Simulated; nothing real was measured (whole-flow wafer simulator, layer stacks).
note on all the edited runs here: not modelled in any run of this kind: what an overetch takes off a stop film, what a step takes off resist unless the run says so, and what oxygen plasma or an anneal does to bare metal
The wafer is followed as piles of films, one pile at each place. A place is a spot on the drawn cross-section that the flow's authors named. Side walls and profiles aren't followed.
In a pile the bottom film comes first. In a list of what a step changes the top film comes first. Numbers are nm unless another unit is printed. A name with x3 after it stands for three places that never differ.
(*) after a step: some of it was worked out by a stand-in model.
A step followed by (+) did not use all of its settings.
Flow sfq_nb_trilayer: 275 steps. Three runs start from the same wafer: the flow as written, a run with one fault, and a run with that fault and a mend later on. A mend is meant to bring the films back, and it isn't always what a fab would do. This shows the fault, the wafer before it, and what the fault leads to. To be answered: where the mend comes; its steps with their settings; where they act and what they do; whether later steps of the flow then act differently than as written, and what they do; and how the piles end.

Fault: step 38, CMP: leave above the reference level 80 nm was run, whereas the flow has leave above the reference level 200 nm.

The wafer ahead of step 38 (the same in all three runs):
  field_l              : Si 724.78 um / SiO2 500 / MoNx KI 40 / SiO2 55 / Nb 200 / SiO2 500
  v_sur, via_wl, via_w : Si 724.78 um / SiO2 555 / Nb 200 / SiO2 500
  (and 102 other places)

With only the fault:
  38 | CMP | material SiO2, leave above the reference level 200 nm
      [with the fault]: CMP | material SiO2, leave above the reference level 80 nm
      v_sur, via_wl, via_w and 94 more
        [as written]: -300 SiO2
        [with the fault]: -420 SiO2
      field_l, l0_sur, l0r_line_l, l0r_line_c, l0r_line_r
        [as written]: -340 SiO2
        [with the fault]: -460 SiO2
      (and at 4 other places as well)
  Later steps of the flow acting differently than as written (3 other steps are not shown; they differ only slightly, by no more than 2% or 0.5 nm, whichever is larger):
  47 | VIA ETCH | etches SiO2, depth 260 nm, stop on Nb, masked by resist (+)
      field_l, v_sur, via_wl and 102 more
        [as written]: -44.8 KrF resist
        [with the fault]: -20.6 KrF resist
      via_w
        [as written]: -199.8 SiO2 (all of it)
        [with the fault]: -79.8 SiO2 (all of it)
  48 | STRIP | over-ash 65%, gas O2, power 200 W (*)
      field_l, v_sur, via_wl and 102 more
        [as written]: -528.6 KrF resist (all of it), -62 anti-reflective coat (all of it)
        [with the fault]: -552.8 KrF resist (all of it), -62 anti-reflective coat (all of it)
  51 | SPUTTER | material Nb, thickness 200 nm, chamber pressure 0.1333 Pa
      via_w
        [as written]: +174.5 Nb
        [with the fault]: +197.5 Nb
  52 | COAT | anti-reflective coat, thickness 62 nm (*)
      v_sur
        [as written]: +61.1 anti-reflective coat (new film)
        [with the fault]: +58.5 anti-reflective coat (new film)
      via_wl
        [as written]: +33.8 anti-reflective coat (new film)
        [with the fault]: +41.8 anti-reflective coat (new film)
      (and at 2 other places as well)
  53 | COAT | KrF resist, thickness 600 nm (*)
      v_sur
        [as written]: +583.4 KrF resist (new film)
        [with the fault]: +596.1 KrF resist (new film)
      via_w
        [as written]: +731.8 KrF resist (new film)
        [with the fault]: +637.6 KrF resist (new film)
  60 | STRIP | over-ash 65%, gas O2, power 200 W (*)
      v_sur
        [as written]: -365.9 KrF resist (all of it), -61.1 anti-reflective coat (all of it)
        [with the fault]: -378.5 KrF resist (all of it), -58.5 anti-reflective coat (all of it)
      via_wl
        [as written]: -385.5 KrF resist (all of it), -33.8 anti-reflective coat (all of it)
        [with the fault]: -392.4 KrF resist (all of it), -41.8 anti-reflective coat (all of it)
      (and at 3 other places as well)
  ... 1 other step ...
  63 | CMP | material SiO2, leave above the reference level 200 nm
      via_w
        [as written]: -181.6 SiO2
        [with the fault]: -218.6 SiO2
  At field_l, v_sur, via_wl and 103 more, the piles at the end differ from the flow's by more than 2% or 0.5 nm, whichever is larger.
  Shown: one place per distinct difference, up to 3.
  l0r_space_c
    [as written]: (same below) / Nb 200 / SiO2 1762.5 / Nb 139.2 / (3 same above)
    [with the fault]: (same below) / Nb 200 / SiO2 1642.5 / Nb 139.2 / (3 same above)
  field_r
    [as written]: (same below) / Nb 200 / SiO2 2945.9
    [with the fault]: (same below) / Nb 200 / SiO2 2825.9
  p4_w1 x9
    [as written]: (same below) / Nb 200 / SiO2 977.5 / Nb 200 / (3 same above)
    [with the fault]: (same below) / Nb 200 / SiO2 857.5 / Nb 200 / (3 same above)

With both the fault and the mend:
  The mend follows step 39.
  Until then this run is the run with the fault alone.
  39a | PECVD | material SiO2, thickness 120 nm, 150 C, 26.67 s, RF power 183.3 W, pressure 2.4 Torr, precursor SiH4/N2O (a further turn of the flow's step 37, with different settings)
      field_l, v_sur, via_wl and 103 more
        +120 SiO2
  Later steps of the flow that are run all act as written at every place that is followed.
  The piles end the same as the flow's at every place that both follow.
